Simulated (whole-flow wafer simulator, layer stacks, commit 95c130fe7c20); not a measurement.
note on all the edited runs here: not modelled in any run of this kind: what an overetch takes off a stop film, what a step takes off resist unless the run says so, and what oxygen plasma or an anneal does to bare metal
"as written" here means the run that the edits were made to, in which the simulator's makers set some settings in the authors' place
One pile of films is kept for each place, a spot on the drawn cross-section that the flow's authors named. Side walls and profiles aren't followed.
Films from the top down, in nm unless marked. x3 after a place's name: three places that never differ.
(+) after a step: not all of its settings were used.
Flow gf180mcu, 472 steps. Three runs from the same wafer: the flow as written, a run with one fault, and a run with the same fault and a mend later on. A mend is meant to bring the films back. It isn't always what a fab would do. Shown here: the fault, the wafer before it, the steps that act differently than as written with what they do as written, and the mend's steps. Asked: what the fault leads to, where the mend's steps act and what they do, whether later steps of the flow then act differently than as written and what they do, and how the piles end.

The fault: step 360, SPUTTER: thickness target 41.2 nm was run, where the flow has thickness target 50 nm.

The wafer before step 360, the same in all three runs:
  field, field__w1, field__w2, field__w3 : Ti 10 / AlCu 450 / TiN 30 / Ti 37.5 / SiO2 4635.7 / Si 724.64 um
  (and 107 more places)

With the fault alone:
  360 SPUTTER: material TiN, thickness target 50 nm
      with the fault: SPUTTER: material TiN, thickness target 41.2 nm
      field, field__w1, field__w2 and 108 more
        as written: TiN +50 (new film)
        with the fault: TiN +41.2 (new film)
  Later steps of the flow that act differently than as written (5 more steps differ only slightly, by at most 2% or 0.5 nm, whichever is larger, and aren't shown):
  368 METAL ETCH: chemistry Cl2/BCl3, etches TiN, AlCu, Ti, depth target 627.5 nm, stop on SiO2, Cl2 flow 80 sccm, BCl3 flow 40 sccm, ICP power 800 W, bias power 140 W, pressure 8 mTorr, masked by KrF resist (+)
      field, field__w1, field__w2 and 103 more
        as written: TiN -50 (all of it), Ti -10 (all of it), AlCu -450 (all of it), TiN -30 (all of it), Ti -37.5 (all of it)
        with the fault: TiN -41.2 (all of it), Ti -10 (all of it), AlCu -450 (all of it), TiN -30 (all of it), Ti -37.5 (all of it)
  At the end the piles differ from the flow's by more than 2% or 0.5 nm, whichever is larger, at field__w8, contact, m1, m1__w1, m1_nw.
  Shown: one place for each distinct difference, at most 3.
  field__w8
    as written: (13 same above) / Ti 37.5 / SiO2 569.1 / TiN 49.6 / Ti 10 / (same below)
    with the fault: (13 same above) / Ti 37.5 / SiO2 577.9 / TiN 40.8 / Ti 10 / (same below)
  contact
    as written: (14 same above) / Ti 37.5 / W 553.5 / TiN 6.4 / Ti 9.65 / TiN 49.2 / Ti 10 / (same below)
    with the fault: (14 same above) / Ti 37.5 / W 562.4 / TiN 6.37 / Ti 9.6 / TiN 40.4 / Ti 10 / (same below)

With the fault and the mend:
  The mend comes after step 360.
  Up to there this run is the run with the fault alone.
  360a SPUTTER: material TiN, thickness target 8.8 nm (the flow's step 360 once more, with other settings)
      field, field__w1, field__w2 and 108 more
        TiN +8.8
  No later step of the flow acts differently than as written at any place that is followed.
  At the end the piles are the same as the flow's at every place that both follow.
